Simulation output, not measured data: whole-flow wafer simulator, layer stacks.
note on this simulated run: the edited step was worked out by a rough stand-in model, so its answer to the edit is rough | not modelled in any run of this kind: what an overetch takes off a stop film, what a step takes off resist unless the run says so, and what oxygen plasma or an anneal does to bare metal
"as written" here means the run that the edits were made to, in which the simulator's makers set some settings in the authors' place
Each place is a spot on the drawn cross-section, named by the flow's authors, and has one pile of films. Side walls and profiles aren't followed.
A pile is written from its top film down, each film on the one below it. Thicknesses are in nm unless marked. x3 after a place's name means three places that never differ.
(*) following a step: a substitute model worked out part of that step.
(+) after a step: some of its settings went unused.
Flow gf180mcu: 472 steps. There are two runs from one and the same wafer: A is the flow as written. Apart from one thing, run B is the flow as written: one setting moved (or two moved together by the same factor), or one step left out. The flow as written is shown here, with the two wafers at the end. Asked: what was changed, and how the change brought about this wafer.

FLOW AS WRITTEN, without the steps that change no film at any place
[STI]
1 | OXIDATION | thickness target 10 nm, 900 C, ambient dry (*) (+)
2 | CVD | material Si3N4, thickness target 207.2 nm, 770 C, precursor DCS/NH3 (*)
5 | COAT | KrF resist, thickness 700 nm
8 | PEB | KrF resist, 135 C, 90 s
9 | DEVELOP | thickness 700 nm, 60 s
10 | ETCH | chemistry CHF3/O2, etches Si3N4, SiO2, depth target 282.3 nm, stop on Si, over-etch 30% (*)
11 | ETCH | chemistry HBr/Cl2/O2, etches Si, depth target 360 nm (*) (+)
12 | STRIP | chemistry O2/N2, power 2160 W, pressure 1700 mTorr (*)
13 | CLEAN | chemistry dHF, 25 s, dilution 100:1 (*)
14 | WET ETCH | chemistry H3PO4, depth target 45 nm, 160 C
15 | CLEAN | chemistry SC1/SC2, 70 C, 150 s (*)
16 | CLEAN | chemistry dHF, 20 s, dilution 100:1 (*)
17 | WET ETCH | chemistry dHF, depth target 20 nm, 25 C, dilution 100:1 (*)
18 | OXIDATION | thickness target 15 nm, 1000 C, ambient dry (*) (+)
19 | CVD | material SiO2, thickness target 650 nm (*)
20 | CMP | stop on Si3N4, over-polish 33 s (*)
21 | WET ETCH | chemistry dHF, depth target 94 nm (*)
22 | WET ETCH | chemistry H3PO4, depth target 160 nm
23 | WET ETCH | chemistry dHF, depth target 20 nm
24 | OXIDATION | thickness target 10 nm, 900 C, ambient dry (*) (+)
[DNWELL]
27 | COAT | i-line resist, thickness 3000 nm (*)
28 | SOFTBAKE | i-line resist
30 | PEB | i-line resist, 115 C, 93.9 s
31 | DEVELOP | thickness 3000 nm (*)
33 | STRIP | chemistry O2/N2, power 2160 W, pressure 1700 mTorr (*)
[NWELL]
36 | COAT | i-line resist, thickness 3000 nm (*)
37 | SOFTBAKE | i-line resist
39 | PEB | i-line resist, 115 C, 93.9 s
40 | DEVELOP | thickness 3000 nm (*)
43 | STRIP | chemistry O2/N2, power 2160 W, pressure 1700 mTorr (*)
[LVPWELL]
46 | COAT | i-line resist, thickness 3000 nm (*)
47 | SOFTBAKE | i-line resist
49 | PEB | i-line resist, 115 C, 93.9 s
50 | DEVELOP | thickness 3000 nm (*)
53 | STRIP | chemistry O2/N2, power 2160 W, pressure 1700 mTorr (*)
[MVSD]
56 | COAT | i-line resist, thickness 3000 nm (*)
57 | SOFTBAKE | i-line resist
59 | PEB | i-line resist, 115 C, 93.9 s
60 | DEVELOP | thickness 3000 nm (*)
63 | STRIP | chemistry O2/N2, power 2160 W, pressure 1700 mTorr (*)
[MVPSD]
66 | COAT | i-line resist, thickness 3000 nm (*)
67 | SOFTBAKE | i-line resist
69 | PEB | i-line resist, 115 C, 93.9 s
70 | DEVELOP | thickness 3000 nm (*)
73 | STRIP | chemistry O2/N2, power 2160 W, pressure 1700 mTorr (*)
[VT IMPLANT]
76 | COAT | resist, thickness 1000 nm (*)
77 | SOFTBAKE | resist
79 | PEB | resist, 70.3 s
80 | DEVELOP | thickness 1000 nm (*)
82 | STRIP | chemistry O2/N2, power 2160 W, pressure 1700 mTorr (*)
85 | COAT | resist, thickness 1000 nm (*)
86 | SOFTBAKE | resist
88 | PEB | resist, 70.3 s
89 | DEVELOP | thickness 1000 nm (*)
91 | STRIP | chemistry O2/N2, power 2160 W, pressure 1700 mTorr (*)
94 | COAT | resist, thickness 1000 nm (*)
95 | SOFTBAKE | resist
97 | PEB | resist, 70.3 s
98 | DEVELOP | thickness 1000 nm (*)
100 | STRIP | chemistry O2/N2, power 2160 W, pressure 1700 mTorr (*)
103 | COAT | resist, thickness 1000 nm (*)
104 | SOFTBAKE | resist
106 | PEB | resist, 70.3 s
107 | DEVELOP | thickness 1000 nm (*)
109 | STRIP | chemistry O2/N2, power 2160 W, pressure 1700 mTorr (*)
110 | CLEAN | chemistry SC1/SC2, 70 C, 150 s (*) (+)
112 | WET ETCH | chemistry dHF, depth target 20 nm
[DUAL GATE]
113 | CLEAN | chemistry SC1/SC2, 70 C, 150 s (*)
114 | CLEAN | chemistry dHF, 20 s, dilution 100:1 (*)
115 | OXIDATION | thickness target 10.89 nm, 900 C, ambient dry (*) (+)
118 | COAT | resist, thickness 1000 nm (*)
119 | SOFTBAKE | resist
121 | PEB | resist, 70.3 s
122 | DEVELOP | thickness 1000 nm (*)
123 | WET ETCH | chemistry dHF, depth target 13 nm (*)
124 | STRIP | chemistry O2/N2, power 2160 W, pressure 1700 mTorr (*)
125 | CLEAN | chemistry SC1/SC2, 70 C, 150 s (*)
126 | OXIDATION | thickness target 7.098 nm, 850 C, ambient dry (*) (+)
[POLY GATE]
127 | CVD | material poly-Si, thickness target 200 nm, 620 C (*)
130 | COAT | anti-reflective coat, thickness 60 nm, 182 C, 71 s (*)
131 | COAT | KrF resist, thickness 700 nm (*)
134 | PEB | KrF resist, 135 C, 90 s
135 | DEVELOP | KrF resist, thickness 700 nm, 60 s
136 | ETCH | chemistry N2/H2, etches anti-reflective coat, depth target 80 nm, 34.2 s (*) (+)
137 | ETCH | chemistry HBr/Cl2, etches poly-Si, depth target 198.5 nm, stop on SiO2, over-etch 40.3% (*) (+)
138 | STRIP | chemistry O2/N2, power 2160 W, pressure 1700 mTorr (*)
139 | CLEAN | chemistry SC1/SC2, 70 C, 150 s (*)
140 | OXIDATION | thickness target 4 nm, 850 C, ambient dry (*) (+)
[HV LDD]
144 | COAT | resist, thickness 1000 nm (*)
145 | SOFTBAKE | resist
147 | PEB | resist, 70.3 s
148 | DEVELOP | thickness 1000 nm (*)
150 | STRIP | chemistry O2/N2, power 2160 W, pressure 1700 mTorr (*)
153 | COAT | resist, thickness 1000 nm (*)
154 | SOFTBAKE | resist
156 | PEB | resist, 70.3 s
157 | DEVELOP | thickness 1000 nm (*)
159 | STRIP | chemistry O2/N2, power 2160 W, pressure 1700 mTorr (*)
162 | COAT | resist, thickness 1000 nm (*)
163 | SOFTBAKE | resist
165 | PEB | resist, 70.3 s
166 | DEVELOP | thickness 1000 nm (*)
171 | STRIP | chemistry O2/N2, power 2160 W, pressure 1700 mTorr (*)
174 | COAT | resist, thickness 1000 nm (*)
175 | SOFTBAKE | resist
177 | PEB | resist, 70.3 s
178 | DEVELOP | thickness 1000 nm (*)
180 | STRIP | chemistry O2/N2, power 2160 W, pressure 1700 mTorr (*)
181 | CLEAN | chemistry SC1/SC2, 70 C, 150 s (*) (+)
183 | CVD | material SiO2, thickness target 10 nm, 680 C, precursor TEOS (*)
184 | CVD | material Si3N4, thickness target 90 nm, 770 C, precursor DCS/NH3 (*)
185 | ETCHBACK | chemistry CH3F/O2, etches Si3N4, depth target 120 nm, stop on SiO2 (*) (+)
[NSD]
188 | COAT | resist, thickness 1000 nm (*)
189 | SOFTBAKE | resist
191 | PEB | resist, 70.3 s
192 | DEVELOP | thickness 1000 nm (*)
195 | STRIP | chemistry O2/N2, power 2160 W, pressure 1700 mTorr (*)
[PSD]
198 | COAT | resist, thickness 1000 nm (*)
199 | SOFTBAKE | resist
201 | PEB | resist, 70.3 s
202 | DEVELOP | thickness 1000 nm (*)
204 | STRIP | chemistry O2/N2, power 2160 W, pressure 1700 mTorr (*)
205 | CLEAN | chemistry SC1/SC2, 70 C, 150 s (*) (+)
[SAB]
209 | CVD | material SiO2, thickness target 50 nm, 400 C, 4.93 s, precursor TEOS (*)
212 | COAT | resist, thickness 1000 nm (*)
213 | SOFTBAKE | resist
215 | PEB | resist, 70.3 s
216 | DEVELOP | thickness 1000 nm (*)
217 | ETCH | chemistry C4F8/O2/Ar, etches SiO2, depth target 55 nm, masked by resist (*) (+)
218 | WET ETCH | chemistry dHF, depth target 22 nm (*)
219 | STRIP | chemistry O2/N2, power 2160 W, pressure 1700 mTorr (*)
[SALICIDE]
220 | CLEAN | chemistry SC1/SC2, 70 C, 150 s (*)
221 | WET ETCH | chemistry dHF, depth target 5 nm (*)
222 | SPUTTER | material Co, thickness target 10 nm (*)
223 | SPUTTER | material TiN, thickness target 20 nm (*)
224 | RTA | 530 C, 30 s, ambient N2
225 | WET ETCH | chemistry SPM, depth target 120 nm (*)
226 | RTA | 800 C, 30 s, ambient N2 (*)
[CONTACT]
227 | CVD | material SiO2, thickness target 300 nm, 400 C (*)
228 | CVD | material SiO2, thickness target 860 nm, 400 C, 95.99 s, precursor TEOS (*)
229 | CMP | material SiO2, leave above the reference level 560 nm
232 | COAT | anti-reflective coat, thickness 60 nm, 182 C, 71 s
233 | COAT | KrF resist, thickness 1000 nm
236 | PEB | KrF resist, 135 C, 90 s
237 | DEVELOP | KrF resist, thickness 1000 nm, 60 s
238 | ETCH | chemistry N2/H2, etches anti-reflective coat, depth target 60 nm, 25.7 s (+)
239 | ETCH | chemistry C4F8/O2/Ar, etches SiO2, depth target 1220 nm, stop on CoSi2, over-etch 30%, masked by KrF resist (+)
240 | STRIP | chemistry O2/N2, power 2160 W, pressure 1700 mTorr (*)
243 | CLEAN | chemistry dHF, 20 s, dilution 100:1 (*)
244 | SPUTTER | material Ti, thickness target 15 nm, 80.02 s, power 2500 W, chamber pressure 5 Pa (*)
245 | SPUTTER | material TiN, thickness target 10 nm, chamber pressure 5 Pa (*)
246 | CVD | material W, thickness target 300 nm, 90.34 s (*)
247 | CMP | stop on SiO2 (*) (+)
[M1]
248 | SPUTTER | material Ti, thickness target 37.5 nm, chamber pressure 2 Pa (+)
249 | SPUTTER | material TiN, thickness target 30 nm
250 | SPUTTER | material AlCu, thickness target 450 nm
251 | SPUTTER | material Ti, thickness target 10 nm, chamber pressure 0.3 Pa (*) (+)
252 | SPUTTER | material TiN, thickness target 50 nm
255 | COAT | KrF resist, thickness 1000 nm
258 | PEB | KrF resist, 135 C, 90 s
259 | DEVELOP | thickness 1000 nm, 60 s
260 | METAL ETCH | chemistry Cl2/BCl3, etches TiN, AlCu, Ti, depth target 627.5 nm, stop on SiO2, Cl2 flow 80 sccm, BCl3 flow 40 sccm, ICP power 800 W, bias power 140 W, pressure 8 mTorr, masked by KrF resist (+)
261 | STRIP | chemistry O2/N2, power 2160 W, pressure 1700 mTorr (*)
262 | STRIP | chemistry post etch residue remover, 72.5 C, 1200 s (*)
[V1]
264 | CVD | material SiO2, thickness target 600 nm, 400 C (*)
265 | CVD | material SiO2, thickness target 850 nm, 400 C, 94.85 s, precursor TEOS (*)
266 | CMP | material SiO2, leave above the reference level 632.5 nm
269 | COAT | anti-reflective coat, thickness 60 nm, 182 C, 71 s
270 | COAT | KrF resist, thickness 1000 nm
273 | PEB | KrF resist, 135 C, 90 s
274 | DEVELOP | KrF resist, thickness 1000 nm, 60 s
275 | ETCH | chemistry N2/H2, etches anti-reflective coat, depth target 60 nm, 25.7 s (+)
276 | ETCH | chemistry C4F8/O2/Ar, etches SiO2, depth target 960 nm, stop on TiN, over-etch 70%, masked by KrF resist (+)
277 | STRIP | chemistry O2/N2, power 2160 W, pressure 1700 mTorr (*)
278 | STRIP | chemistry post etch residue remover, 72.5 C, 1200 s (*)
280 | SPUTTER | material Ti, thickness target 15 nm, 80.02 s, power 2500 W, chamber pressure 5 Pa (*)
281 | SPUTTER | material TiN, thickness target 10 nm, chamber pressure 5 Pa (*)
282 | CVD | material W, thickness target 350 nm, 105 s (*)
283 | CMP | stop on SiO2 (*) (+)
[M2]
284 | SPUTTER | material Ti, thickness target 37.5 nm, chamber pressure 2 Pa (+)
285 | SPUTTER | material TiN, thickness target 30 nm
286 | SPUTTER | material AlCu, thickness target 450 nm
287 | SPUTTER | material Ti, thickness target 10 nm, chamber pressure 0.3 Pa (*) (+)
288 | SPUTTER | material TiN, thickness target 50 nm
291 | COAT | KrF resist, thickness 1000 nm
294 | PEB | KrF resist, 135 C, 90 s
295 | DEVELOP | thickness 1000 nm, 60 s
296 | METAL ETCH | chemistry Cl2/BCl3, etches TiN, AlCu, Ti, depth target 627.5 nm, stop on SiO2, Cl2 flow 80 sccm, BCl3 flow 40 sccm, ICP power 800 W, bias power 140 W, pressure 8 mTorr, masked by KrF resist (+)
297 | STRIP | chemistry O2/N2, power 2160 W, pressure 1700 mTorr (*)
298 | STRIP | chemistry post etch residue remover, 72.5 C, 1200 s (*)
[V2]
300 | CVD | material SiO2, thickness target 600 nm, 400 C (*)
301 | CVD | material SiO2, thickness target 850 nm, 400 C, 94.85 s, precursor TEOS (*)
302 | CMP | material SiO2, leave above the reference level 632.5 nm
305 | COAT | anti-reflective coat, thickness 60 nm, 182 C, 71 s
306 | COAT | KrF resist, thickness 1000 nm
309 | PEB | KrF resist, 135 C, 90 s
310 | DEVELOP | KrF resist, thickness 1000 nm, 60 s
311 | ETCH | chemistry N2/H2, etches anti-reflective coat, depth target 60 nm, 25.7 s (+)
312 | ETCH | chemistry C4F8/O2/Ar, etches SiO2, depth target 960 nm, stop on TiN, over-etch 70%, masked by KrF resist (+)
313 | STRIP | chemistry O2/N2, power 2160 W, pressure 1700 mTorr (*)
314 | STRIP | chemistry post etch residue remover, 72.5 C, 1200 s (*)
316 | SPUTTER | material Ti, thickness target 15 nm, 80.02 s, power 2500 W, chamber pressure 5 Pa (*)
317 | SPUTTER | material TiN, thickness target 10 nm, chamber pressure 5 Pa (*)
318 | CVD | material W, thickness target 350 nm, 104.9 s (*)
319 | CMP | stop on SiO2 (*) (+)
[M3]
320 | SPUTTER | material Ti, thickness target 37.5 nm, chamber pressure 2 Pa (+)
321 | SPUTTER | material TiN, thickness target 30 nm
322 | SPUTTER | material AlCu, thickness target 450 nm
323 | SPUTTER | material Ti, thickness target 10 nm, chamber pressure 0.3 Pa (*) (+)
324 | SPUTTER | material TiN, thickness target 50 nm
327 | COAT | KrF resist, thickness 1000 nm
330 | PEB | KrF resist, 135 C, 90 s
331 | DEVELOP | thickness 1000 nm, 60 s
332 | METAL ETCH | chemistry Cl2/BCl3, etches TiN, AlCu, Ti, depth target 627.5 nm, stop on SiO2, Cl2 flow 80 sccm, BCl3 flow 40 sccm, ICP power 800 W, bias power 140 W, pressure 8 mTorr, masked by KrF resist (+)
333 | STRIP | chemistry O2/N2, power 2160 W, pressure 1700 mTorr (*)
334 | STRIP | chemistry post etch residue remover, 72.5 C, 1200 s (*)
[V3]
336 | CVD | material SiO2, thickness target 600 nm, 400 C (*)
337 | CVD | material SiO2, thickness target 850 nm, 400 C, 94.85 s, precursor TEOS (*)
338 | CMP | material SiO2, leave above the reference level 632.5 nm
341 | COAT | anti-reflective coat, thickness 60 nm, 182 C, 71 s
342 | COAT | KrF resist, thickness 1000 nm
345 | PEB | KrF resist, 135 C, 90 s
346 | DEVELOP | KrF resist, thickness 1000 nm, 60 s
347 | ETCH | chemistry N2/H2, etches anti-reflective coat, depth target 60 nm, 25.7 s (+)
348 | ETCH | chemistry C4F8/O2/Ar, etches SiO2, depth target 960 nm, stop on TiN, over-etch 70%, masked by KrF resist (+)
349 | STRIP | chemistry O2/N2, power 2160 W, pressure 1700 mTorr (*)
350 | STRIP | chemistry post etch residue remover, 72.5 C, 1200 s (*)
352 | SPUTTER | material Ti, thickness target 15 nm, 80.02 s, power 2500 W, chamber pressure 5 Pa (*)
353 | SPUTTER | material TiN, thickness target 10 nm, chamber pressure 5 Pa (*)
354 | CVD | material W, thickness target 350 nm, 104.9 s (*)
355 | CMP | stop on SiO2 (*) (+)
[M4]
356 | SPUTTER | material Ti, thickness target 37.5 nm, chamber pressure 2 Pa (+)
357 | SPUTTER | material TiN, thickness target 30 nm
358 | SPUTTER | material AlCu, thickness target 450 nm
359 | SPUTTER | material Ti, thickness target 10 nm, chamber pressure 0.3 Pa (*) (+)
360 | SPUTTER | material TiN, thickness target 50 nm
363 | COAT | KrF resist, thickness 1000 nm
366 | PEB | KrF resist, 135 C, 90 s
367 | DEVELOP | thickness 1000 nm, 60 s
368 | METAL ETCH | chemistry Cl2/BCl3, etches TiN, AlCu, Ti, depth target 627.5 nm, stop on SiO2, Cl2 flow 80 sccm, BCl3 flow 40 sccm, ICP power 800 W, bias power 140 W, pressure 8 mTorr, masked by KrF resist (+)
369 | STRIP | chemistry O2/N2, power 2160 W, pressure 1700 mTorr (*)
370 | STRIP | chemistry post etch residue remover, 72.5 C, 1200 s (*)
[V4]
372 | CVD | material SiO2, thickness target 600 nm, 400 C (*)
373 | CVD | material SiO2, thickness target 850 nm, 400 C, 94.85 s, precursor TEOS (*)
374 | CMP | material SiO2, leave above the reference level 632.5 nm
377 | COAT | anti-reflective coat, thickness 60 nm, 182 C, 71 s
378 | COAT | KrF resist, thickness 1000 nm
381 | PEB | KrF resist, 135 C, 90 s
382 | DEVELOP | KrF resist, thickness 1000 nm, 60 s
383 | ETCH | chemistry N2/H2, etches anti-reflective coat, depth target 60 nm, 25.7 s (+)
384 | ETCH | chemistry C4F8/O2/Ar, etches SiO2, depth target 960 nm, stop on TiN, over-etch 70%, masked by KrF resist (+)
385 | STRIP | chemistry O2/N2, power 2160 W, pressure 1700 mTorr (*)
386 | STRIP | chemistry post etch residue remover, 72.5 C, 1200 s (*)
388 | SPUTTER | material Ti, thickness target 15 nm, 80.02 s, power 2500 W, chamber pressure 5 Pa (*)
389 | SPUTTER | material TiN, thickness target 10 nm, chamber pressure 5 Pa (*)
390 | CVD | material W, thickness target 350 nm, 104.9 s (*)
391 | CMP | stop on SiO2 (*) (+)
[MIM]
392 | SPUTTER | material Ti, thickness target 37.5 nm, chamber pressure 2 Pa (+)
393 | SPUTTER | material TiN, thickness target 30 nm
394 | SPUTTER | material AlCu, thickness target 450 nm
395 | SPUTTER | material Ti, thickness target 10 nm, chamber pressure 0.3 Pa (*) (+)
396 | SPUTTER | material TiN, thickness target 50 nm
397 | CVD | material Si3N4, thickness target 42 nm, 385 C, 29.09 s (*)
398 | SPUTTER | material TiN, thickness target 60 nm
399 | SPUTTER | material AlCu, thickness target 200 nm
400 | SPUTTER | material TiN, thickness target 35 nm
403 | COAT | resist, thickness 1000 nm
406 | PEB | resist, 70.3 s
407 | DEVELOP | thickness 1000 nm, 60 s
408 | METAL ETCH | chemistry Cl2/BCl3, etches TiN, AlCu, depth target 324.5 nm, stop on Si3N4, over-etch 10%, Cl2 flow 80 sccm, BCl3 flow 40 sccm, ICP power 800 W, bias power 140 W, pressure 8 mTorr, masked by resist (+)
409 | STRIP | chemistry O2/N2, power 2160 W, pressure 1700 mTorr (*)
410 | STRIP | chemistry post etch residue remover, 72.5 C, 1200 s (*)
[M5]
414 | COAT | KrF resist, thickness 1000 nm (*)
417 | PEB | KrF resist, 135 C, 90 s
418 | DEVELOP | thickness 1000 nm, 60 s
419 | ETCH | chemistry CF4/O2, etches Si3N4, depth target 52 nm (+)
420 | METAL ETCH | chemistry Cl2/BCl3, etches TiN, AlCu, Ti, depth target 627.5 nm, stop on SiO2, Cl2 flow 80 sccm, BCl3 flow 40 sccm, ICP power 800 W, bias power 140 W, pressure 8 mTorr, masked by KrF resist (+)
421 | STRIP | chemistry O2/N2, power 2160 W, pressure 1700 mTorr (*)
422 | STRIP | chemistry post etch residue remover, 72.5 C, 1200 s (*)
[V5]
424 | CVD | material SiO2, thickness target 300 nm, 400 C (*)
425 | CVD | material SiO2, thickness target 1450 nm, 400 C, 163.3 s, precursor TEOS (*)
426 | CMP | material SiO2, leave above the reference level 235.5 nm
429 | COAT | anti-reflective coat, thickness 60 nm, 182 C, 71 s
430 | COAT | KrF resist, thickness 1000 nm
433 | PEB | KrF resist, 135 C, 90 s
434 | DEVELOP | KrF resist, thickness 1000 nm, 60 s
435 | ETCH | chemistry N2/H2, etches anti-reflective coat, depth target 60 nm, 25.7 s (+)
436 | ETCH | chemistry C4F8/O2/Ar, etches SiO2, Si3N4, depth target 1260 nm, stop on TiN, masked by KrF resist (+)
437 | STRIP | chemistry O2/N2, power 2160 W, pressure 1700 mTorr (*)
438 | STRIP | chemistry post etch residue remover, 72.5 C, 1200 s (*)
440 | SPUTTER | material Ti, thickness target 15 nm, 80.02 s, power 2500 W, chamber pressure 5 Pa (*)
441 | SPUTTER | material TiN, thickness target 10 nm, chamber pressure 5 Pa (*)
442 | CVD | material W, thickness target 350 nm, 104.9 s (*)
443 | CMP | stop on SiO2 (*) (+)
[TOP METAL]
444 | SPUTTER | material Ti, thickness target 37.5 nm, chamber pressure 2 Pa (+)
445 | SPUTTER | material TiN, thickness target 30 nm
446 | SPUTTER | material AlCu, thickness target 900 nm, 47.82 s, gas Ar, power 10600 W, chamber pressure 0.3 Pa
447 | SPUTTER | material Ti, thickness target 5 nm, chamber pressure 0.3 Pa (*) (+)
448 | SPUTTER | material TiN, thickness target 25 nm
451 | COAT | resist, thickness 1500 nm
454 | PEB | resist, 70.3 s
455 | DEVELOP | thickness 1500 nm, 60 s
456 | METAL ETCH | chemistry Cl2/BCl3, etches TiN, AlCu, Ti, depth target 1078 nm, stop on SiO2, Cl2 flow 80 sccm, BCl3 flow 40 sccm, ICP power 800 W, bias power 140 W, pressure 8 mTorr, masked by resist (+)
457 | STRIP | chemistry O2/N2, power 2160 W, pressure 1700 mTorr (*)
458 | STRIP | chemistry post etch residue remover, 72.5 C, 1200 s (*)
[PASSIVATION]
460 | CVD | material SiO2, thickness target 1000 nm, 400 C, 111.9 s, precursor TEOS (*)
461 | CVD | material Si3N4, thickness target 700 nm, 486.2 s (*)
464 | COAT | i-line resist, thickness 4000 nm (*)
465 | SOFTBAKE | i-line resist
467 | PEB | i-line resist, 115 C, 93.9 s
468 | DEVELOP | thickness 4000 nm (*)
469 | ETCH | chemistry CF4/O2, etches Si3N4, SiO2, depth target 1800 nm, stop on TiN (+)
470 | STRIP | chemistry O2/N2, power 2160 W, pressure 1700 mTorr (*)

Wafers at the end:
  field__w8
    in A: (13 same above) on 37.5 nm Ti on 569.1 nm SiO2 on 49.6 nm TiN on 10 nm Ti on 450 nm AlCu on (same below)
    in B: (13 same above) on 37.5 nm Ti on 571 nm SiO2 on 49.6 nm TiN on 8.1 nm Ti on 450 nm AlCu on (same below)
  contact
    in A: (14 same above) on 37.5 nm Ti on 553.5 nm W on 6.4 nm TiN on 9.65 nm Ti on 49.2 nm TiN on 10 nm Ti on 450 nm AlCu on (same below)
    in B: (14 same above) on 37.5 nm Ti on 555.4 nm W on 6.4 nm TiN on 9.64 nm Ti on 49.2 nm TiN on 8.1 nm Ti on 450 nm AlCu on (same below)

What caused this: step 359, SPUTTER: thickness target 8.1 nm was run, whereas the flow has thickness target 10 nm.
The wafer lets one read it off: field__w8 has Ti 8.1, and step 359 as written asks for 10 nm.

The path from the change to this, step by step:
  359 | SPUTTER | material Ti, thickness target 10 nm, chamber pressure 0.3 Pa (*) (+)
      field, field__w1, field__w2 and 108 more: A Ti gains 10 (new film) | B Ti gains 8.1 (new film)
  368 | METAL ETCH | chemistry Cl2/BCl3, etches TiN, AlCu, Ti, depth target 627.5 nm, stop on SiO2, Cl2 flow 80 sccm, BCl3 flow 40 sccm, ICP power 800 W, bias power 140 W, pressure 8 mTorr, masked by KrF resist (+)
      field, field__w1, field__w2 and 103 more: A TiN loses 50 (all of it), Ti loses 10 (all of it), AlCu loses 450 (all of it), TiN loses 30 (all of it), Ti loses 37.5 (all of it) | B TiN loses 50 (all of it), Ti loses 8.1 (all of it), AlCu loses 450 (all of it), TiN loses 30 (all of it), Ti loses 37.5 (all of it)
